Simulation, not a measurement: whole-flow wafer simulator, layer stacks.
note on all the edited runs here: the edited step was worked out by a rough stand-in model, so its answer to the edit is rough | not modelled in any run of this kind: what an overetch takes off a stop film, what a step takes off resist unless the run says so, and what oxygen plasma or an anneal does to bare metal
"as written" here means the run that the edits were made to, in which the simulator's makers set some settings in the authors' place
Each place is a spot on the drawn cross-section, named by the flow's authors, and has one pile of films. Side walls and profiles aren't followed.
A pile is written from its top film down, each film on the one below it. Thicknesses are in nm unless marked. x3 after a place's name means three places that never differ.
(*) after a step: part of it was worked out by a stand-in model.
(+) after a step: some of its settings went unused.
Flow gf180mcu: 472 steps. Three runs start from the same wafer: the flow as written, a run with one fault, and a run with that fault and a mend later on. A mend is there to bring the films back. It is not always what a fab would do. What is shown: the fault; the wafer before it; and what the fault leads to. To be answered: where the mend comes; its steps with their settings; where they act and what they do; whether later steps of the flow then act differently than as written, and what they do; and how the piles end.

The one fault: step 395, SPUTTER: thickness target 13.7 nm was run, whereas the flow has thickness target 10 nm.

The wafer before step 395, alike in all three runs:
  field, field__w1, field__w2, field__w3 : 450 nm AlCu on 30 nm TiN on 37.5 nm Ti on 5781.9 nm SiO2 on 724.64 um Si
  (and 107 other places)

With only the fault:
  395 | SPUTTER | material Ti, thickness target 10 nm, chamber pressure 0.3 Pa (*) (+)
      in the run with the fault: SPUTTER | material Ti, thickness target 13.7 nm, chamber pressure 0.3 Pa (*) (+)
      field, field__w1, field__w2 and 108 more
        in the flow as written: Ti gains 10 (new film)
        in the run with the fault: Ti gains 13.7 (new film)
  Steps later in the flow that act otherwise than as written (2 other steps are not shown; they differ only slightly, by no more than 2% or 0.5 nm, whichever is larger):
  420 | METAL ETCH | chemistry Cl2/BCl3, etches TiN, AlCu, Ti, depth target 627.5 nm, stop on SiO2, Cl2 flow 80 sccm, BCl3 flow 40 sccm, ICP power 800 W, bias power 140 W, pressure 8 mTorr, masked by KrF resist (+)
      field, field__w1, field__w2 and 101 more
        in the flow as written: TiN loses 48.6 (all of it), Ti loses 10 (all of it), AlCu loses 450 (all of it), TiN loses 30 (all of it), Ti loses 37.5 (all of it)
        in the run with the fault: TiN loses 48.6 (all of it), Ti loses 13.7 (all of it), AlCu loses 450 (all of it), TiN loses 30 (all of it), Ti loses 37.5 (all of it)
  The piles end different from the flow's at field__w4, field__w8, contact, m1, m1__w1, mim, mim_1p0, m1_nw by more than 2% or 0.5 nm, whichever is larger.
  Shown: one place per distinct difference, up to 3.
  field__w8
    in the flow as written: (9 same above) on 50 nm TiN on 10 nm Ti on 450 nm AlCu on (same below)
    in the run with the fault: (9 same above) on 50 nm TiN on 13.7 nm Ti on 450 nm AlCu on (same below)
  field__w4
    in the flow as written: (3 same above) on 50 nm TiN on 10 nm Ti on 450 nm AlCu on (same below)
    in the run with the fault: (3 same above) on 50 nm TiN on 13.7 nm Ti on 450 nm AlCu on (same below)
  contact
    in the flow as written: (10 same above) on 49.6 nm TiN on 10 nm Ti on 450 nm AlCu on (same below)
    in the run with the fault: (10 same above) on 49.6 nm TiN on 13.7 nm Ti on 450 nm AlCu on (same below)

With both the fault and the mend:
  The mend follows step 395.
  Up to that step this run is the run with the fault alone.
  395a | METAL ETCH | chemistry Cl2/BCl3, etches TiN, AlCu, Ti, depth target 3.7 nm, Cl2 flow 80 sccm, BCl3 flow 40 sccm, ICP power 800 W, bias power 140 W, pressure 8 mTorr (a further turn of the flow's step 260, with different settings)
      field, field__w1, field__w2 and 108 more
        Ti loses 3.7
  None of the later steps of the flow acts differently than as written at any place that is followed.
  The piles end the same as the flow's at every place that both follow.
